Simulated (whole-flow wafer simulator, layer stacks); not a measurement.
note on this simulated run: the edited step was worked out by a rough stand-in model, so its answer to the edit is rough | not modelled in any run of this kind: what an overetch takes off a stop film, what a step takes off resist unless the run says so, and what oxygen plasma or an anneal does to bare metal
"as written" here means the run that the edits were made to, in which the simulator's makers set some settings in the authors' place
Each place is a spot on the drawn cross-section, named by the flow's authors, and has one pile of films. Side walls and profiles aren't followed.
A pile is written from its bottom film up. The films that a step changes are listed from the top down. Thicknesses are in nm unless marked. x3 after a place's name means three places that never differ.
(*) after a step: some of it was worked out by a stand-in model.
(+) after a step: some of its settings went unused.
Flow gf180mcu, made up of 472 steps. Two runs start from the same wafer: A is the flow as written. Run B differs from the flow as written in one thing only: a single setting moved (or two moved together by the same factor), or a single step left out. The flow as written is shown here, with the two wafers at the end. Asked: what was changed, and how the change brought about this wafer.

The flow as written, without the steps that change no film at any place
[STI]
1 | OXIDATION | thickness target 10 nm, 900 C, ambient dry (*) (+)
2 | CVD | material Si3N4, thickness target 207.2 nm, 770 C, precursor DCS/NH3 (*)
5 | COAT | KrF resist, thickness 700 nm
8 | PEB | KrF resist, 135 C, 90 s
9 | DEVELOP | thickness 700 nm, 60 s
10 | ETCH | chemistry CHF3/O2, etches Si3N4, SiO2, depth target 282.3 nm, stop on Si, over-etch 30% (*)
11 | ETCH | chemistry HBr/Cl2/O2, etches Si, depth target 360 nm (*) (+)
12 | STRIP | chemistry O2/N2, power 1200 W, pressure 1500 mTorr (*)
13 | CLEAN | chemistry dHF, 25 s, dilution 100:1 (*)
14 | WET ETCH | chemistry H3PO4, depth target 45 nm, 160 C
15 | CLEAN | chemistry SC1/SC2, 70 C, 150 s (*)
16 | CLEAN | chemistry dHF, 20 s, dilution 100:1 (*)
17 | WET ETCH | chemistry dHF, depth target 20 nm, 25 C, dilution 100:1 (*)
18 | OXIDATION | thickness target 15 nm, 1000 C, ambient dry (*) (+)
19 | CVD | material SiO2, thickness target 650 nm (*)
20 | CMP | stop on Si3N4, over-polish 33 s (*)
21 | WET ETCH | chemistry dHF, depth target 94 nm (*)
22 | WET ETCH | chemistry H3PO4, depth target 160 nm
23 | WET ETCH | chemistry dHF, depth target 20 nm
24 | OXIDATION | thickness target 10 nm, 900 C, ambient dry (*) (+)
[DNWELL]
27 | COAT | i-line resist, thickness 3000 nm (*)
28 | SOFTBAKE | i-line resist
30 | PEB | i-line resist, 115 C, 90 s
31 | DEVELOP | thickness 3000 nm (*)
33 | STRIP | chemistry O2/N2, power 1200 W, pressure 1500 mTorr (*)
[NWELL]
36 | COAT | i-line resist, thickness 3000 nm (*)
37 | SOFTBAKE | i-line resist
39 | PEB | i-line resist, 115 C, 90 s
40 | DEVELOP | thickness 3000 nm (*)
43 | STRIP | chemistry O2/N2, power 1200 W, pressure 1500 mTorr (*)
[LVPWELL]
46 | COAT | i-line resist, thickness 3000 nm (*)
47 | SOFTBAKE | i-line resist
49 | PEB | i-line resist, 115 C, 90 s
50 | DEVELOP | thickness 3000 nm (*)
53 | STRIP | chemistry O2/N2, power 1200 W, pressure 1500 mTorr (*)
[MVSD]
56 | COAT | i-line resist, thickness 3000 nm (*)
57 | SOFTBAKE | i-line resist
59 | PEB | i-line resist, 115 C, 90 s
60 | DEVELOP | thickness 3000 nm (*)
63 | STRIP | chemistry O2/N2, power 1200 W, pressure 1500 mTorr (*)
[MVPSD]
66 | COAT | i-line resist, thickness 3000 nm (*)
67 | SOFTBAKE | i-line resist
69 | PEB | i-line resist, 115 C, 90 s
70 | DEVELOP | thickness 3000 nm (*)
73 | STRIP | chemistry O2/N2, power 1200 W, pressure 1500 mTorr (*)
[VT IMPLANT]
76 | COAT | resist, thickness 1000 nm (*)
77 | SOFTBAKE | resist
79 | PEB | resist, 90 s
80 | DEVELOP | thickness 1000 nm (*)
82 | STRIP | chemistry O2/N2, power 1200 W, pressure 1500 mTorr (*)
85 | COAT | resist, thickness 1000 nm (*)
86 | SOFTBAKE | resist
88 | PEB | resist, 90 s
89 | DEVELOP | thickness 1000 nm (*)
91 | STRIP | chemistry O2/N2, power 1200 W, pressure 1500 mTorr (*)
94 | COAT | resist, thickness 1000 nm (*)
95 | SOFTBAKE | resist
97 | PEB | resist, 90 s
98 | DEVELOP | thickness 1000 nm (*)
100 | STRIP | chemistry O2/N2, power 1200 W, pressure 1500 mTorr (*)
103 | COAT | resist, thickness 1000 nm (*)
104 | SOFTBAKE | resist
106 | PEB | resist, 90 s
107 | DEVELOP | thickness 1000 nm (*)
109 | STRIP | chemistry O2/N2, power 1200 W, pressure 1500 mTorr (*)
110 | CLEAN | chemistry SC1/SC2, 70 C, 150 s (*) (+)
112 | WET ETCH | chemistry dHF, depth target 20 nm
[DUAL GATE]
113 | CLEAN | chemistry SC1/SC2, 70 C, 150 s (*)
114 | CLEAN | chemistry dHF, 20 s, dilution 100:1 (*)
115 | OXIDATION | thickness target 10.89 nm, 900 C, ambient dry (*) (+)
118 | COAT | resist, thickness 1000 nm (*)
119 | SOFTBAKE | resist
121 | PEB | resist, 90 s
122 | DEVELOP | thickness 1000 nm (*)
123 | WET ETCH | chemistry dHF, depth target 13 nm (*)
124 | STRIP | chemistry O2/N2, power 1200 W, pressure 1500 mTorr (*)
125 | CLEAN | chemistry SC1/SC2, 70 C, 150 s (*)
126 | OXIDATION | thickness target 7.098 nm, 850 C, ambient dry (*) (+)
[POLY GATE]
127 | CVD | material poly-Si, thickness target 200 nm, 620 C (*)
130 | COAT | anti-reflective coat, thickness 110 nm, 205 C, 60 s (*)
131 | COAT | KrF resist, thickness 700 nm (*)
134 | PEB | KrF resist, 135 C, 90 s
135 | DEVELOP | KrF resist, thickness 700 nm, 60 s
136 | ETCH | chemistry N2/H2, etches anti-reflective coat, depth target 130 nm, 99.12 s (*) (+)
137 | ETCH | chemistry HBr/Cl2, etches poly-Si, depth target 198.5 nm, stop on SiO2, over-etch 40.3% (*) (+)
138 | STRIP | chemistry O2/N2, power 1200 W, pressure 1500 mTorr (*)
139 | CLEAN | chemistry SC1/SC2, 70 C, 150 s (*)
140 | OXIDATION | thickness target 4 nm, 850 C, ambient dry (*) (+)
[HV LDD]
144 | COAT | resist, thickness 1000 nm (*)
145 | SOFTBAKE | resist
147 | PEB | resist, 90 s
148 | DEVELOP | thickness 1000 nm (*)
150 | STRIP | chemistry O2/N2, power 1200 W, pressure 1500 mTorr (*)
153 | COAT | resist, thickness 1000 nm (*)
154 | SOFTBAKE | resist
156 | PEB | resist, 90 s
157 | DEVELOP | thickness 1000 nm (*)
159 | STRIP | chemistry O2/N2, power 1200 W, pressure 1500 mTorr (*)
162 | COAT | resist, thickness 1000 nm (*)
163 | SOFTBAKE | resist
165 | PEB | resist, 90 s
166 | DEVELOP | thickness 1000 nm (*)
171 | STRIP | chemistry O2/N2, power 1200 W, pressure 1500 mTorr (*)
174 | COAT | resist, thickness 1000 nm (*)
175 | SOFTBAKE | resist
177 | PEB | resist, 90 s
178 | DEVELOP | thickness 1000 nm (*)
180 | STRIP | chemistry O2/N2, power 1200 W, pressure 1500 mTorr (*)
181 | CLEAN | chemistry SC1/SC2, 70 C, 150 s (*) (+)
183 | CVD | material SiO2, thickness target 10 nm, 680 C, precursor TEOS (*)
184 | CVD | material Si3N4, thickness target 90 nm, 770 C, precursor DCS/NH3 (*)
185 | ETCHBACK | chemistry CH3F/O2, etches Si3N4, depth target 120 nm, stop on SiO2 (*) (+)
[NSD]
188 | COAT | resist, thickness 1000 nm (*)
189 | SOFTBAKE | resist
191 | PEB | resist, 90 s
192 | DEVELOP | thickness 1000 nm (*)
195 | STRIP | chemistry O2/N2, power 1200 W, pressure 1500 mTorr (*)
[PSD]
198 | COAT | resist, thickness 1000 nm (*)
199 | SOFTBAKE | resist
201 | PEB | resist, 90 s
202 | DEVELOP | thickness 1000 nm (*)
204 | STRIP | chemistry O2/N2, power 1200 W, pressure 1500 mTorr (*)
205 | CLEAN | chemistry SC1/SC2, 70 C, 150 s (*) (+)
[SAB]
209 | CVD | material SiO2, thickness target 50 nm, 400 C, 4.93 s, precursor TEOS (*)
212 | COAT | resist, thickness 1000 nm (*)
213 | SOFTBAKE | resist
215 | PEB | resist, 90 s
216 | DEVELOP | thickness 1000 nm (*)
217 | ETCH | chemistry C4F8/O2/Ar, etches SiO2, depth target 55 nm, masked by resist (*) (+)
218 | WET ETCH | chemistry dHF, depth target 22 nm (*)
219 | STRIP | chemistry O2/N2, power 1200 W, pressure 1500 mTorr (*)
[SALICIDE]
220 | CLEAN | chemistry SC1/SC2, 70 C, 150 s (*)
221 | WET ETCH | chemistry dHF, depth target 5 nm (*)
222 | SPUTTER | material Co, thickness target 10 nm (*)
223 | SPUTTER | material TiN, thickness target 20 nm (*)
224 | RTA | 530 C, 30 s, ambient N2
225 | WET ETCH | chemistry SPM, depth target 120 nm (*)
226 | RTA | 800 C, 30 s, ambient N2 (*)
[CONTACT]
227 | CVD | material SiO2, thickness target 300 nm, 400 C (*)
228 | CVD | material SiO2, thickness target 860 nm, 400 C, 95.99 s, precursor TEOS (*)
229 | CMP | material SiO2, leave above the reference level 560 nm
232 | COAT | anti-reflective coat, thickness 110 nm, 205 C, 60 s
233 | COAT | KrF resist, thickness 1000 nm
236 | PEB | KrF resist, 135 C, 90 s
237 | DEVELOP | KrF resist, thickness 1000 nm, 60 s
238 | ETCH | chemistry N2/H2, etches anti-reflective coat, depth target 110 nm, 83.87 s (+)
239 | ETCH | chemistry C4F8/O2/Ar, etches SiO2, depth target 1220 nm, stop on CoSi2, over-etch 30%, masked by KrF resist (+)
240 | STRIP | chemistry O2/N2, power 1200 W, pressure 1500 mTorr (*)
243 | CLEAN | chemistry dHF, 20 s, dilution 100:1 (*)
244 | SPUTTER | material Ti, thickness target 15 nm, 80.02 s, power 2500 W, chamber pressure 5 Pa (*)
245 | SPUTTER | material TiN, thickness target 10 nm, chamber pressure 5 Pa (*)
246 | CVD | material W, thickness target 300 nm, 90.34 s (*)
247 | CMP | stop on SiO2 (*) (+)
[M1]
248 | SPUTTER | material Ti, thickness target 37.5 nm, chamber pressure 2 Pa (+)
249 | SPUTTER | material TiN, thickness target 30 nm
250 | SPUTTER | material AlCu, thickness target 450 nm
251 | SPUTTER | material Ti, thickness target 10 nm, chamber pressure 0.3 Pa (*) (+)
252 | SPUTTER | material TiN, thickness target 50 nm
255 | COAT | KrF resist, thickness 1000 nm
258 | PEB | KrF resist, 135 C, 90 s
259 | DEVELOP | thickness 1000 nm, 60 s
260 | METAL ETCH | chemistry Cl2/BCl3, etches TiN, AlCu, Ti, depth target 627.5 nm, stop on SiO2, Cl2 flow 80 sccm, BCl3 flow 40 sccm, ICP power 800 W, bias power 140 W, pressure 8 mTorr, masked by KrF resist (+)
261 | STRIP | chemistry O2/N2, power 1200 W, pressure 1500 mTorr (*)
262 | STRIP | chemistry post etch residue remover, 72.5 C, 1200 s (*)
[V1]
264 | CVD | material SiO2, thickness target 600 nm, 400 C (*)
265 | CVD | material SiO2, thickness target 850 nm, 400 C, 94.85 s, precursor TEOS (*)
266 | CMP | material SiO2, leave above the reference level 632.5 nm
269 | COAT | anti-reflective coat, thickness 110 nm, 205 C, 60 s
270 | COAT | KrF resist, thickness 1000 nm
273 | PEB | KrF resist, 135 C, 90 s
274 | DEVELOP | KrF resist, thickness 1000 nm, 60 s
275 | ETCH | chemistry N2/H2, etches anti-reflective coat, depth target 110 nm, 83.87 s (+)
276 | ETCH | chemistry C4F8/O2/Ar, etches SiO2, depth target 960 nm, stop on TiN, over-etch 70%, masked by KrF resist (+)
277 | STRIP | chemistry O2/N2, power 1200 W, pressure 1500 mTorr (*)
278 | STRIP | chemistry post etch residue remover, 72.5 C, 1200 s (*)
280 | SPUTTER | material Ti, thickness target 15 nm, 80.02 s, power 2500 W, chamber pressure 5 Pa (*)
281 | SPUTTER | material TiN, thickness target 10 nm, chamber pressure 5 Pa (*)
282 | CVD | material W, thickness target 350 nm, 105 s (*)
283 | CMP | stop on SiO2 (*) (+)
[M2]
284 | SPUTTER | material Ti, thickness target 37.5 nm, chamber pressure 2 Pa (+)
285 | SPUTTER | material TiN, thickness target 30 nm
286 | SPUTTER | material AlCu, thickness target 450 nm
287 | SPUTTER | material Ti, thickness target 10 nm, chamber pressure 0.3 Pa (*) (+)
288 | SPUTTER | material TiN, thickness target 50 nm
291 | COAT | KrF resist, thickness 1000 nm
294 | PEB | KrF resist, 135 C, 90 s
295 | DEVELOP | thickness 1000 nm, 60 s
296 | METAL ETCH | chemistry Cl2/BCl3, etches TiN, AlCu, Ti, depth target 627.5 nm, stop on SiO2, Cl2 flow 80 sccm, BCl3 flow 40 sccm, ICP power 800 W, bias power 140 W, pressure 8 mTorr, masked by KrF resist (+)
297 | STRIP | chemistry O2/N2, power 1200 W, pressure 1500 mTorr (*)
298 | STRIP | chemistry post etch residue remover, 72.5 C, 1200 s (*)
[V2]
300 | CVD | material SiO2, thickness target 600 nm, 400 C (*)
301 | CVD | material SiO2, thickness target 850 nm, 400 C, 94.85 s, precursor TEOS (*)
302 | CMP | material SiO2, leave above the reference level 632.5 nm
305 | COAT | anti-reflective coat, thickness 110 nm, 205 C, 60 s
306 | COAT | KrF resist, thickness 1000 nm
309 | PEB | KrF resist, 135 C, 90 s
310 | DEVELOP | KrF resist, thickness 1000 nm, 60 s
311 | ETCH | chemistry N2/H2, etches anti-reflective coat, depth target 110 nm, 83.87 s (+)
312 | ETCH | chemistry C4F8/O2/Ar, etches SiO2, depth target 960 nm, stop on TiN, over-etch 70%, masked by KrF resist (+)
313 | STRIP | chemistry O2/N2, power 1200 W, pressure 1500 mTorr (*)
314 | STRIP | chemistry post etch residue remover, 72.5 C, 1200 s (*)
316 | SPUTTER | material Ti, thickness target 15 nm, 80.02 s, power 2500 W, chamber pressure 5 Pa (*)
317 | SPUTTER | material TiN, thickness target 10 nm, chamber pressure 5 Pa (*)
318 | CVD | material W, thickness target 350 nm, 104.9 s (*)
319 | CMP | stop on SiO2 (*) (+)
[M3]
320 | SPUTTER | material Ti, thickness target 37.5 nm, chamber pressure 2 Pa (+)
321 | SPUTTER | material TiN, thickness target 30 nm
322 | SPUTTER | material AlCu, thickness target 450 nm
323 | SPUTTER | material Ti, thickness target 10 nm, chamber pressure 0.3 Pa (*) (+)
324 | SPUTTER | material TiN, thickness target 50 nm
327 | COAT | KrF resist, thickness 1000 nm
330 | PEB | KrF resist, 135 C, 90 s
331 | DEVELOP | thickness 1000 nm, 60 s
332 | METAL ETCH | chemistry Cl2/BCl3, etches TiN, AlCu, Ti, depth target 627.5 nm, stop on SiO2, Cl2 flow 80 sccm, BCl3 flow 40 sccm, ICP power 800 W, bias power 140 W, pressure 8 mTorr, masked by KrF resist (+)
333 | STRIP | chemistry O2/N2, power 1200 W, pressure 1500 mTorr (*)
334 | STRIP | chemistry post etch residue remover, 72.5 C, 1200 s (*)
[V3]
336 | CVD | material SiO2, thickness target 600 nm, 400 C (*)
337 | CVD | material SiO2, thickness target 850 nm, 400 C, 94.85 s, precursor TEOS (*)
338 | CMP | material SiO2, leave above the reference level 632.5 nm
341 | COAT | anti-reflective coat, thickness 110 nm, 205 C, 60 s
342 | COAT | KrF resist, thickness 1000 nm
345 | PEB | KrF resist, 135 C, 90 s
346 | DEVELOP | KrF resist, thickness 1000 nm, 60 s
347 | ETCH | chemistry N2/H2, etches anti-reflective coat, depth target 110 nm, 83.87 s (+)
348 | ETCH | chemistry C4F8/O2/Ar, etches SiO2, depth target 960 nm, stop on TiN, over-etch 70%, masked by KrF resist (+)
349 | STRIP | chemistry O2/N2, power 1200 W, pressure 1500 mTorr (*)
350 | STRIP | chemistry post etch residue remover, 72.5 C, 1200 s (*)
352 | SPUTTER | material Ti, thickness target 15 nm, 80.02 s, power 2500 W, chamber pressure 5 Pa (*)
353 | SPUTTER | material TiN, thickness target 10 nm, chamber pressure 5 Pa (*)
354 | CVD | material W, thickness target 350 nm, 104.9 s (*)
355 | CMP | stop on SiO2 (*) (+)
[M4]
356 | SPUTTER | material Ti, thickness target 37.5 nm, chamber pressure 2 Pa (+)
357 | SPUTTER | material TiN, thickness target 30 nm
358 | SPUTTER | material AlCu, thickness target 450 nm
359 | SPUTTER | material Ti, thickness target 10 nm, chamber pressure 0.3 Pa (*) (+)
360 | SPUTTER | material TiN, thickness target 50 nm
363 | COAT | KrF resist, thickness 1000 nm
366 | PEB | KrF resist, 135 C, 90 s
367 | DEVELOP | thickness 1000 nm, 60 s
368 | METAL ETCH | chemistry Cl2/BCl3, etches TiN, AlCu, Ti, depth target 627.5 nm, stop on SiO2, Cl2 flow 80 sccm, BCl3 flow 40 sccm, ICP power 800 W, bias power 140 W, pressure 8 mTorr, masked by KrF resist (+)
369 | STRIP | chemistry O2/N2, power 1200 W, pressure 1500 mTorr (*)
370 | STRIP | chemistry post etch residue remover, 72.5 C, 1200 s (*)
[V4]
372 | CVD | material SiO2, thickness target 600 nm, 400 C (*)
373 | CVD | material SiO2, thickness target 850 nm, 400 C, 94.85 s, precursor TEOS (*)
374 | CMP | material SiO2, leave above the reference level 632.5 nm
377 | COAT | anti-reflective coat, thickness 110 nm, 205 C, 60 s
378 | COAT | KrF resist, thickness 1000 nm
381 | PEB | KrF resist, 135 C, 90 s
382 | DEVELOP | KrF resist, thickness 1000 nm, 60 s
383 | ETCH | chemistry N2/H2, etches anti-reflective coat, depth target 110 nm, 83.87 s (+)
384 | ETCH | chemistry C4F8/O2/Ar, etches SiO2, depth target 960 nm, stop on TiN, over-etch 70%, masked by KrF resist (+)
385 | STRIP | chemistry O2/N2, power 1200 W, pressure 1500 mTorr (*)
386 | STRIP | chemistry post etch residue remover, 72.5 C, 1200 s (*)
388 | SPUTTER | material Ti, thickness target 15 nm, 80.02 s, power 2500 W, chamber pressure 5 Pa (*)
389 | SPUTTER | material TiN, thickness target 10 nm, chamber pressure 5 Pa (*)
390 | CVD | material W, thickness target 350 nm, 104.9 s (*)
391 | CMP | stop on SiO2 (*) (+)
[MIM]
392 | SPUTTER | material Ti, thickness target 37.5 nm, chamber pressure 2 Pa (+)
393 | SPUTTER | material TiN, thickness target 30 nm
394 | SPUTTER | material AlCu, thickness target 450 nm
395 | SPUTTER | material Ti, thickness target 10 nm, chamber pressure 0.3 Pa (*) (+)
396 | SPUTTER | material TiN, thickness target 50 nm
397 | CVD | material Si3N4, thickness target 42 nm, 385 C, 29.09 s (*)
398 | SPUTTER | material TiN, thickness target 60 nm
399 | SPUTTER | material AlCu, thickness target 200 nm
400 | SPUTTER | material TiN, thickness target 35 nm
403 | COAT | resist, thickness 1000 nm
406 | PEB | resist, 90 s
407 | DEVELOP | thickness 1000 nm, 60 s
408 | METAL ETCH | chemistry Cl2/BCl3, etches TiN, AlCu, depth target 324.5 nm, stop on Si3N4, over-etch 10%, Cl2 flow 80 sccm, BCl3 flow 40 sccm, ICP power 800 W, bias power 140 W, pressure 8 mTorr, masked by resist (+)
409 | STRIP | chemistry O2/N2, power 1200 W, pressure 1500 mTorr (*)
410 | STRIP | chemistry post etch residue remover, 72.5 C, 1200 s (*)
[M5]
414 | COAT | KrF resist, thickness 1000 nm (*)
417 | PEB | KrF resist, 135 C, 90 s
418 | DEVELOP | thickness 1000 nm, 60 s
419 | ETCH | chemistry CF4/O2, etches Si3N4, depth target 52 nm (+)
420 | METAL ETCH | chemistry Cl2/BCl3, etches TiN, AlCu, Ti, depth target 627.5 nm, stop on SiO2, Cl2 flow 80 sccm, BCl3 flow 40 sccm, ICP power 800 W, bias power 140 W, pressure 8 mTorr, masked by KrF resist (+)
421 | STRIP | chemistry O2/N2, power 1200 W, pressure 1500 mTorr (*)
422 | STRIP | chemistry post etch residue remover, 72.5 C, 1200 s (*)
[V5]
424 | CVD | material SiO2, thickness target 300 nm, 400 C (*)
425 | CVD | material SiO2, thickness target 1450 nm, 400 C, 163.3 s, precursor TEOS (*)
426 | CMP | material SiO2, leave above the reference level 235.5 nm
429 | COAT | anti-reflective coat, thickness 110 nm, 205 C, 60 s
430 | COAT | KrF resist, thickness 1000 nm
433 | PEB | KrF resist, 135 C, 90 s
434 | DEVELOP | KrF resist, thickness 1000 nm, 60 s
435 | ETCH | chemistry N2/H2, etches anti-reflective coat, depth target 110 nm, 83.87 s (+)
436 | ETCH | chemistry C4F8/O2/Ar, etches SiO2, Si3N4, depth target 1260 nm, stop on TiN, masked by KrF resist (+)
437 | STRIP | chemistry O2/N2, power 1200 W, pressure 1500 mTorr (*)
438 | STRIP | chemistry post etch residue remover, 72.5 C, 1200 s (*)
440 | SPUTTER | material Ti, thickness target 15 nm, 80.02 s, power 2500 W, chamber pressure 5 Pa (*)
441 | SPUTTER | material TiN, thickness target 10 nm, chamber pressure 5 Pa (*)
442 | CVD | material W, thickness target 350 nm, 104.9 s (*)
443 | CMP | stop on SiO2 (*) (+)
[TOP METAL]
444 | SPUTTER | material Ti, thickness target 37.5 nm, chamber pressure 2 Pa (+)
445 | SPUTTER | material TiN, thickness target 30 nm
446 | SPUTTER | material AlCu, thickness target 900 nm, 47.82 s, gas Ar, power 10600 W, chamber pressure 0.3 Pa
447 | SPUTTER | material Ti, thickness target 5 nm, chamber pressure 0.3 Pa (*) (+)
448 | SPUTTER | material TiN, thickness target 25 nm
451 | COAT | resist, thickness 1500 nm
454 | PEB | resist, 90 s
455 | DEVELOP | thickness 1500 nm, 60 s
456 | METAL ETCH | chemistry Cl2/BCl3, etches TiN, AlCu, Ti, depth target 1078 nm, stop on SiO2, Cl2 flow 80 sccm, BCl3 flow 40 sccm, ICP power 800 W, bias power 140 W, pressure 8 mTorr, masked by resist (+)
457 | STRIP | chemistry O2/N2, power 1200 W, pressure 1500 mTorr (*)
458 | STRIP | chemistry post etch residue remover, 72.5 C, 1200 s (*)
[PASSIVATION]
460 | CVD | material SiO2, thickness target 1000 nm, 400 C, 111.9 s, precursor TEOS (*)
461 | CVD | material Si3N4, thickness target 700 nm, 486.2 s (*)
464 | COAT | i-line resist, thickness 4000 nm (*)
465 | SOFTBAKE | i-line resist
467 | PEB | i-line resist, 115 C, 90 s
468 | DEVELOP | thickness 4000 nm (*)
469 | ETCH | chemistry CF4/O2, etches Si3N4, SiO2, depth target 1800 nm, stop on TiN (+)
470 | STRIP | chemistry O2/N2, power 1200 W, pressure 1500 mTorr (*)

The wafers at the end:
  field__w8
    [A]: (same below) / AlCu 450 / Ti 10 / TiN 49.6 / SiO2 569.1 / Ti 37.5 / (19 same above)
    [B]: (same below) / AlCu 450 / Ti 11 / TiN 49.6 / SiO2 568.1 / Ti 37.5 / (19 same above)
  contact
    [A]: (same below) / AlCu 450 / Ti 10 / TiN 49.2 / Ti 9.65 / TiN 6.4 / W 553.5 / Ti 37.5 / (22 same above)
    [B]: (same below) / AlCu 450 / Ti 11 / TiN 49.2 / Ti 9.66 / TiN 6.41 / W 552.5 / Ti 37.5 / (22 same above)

The reason: step 323, SPUTTER: thickness target 11 nm was run, while the flow as written has thickness target 10 nm.
The wafer lets one read it off: field__w8 has Ti 11, and step 323 as written asks for 10 nm.

Step by step, how the change led to this:
  323 | SPUTTER | material Ti, thickness target 10 nm, chamber pressure 0.3 Pa (*) (+)
      field, field__w1, field__w2 and 108 more: A Ti gains 10 (new film) | B Ti gains 11 (new film)
  332 | METAL ETCH | chemistry Cl2/BCl3, etches TiN, AlCu, Ti, depth target 627.5 nm, stop on SiO2, Cl2 flow 80 sccm, BCl3 flow 40 sccm, ICP power 800 W, bias power 140 W, pressure 8 mTorr, masked by KrF resist (+)
      field, field__w1, field__w2 and 103 more: A TiN loses 50 (all of it), Ti loses 10 (all of it), AlCu loses 450 (all of it), TiN loses 30 (all of it), Ti loses 37.5 (all of it) | B TiN loses 50 (all of it), Ti loses 11 (all of it), AlCu loses 450 (all of it), TiN loses 30 (all of it), Ti loses 37.5 (all of it)
